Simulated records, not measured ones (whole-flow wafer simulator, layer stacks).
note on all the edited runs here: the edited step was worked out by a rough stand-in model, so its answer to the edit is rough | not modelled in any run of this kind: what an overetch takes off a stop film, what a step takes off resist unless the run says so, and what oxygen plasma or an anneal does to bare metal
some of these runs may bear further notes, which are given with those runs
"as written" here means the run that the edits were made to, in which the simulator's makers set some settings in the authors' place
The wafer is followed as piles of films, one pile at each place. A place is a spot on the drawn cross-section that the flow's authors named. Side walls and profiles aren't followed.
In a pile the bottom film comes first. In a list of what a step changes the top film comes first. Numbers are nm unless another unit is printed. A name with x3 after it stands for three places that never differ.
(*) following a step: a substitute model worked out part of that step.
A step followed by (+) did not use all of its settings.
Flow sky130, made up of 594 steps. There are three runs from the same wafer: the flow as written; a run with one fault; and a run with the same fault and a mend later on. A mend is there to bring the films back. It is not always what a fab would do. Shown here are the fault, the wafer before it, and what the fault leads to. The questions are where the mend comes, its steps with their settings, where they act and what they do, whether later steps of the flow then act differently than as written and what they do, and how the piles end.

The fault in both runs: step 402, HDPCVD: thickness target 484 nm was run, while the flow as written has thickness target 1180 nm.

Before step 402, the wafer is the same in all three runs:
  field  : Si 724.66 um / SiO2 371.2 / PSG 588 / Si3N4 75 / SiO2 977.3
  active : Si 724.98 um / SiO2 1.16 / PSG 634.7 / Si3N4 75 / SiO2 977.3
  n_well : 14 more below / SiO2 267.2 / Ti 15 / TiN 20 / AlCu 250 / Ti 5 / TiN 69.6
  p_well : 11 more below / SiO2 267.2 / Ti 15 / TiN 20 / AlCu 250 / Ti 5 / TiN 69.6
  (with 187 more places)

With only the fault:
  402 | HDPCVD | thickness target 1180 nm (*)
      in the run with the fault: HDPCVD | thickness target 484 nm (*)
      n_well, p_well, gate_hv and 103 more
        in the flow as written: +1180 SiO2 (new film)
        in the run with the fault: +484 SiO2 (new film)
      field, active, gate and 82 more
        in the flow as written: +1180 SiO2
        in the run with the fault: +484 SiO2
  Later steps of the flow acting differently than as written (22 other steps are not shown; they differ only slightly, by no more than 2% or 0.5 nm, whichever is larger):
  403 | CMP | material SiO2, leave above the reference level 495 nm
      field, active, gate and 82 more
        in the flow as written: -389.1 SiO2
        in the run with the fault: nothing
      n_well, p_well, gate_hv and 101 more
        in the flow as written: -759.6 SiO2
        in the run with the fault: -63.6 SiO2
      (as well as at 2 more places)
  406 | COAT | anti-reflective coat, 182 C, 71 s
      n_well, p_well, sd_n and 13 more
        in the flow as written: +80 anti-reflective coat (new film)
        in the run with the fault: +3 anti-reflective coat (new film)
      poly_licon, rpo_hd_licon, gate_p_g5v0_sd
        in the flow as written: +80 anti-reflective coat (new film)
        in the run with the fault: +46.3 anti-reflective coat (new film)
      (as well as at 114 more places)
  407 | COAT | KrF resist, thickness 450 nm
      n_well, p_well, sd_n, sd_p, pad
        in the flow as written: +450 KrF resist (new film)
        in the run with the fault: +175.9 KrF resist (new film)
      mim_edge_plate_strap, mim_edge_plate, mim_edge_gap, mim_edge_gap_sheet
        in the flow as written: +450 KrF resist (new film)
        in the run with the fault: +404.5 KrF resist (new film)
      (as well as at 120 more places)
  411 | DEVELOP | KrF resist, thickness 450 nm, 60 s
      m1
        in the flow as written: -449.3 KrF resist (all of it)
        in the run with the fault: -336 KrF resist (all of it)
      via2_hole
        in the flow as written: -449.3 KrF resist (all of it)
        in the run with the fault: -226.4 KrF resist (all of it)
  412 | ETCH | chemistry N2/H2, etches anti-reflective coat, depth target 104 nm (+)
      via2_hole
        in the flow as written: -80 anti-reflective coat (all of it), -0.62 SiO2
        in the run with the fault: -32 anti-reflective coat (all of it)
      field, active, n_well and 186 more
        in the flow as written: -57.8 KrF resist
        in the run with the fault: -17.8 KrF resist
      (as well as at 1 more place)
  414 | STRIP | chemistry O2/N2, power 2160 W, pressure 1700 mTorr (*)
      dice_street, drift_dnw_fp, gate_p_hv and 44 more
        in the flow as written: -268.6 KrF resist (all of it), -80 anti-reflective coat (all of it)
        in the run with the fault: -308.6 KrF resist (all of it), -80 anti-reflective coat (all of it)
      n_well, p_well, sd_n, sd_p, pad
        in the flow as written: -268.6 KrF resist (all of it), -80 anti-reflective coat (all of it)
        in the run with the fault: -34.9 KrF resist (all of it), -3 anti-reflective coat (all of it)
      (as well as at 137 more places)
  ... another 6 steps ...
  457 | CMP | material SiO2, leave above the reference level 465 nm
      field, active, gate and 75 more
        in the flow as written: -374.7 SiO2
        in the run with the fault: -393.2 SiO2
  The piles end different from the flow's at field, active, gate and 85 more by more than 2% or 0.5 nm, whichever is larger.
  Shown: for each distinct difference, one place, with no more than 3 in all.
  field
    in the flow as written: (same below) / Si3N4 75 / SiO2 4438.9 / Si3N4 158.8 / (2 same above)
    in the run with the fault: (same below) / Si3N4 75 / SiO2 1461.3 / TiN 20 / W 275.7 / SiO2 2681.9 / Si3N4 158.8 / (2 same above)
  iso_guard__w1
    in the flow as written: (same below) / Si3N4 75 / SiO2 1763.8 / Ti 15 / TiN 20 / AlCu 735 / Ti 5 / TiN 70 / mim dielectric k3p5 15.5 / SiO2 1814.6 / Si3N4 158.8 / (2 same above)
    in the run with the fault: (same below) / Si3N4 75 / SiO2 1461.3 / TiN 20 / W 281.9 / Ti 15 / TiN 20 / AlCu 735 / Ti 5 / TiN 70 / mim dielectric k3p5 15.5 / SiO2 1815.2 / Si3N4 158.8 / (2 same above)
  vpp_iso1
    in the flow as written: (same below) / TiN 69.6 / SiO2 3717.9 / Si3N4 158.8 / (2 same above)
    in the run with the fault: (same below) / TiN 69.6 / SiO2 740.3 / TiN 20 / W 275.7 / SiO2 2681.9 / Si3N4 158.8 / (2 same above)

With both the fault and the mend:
  After step 402 comes the mend.
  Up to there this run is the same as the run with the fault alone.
  402a | HDPCVD | thickness target 696 nm (*) (a further turn of the flow's step 402, with different settings)
      field, active, n_well and 188 more
        +696 SiO2
  Later steps of the flow that are run all act as written at every place that is followed, up to a difference of at most 2% or 0.5 nm, whichever is larger.
  By the end, the piles equal the flow's at every place that both follow.
